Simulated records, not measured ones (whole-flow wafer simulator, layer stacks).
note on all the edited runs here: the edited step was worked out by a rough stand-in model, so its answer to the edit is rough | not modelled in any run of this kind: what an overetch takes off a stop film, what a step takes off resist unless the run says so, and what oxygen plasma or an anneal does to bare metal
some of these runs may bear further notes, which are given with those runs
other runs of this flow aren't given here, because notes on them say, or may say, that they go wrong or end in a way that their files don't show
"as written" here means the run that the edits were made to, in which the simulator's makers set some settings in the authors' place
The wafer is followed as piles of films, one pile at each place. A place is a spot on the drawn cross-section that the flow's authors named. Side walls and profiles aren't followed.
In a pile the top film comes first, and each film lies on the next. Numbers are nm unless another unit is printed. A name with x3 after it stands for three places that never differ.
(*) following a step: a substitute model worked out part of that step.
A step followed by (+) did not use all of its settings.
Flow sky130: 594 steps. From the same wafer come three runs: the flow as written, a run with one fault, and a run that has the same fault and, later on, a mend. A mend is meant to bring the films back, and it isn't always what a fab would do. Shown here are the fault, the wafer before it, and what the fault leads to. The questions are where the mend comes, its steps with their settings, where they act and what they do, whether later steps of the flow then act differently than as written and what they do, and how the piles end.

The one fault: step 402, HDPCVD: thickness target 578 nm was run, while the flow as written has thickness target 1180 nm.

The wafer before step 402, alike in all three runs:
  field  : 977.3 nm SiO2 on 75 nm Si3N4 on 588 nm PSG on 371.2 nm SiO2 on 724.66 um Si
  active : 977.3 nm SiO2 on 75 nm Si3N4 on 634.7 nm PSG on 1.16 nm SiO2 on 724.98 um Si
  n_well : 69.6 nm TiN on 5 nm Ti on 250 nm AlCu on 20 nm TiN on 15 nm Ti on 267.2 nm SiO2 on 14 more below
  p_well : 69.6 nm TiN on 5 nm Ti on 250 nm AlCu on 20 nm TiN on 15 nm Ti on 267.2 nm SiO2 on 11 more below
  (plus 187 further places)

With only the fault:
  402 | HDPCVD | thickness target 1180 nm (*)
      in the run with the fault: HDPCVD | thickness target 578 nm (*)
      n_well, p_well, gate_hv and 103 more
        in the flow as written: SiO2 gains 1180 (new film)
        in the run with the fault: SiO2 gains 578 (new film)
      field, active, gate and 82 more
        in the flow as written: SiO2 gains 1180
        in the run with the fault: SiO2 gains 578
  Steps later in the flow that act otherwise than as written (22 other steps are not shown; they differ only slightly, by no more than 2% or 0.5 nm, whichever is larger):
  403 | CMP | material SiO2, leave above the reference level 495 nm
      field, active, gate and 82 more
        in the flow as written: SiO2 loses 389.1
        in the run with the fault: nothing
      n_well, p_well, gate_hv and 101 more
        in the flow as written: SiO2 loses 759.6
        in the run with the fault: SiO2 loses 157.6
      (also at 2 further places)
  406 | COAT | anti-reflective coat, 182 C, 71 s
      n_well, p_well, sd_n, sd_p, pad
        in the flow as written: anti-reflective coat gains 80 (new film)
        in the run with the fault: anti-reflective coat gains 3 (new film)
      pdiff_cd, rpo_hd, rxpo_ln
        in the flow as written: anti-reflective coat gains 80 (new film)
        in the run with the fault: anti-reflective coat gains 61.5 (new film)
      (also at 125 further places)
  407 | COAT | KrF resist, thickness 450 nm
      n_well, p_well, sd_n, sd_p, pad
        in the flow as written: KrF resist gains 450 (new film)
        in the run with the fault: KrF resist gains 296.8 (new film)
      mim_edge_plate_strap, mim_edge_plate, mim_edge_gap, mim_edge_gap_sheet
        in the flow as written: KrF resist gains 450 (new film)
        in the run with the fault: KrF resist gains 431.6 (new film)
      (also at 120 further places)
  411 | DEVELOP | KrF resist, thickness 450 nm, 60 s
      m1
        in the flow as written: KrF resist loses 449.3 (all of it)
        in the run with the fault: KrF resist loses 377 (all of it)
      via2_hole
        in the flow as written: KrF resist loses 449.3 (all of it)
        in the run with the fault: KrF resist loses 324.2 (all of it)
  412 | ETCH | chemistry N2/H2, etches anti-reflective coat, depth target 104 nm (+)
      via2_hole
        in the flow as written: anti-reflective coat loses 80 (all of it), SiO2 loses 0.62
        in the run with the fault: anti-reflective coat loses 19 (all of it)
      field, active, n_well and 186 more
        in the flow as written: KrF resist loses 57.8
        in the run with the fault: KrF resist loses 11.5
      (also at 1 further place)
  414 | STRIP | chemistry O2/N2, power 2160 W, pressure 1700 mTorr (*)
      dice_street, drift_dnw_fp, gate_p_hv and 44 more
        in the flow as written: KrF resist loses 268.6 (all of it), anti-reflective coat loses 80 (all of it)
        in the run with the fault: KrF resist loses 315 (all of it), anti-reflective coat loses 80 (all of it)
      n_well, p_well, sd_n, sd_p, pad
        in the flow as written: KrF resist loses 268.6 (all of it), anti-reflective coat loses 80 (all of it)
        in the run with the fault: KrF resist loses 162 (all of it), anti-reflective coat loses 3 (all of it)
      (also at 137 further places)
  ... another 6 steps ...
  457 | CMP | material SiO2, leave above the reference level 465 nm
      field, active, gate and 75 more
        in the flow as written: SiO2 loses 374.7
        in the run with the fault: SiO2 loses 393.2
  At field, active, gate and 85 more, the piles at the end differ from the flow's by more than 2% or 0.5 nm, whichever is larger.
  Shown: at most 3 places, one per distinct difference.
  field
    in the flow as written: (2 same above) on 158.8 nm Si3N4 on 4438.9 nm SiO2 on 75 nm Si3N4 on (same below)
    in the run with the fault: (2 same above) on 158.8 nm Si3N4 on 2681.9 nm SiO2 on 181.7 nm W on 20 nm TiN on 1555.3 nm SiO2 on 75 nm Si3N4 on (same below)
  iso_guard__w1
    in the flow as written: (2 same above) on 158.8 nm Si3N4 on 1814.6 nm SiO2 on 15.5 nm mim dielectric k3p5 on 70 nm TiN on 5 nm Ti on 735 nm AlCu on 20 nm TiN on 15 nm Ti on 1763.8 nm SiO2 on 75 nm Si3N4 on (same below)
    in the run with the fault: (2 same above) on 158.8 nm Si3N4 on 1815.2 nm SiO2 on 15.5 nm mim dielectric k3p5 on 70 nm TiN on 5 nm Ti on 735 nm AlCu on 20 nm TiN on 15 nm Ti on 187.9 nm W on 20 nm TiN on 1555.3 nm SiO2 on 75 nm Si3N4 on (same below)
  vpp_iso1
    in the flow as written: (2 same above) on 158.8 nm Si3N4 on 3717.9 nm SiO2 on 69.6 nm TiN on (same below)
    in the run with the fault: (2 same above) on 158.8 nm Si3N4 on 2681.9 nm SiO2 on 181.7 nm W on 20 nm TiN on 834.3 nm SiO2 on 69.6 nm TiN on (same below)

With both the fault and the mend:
  After step 402 comes the mend.
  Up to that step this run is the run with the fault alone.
  402a | HDPCVD | thickness target 602 nm (*) (the flow's step 402, run once more with other settings)
      field, active, n_well and 188 more
        SiO2 gains 602
  None of the later steps of the flow differs from how it acts as written, at any place that is followed, by more than 2% or 0.5 nm, whichever is larger.
  By the end, the piles equal the flow's at every place that both follow.
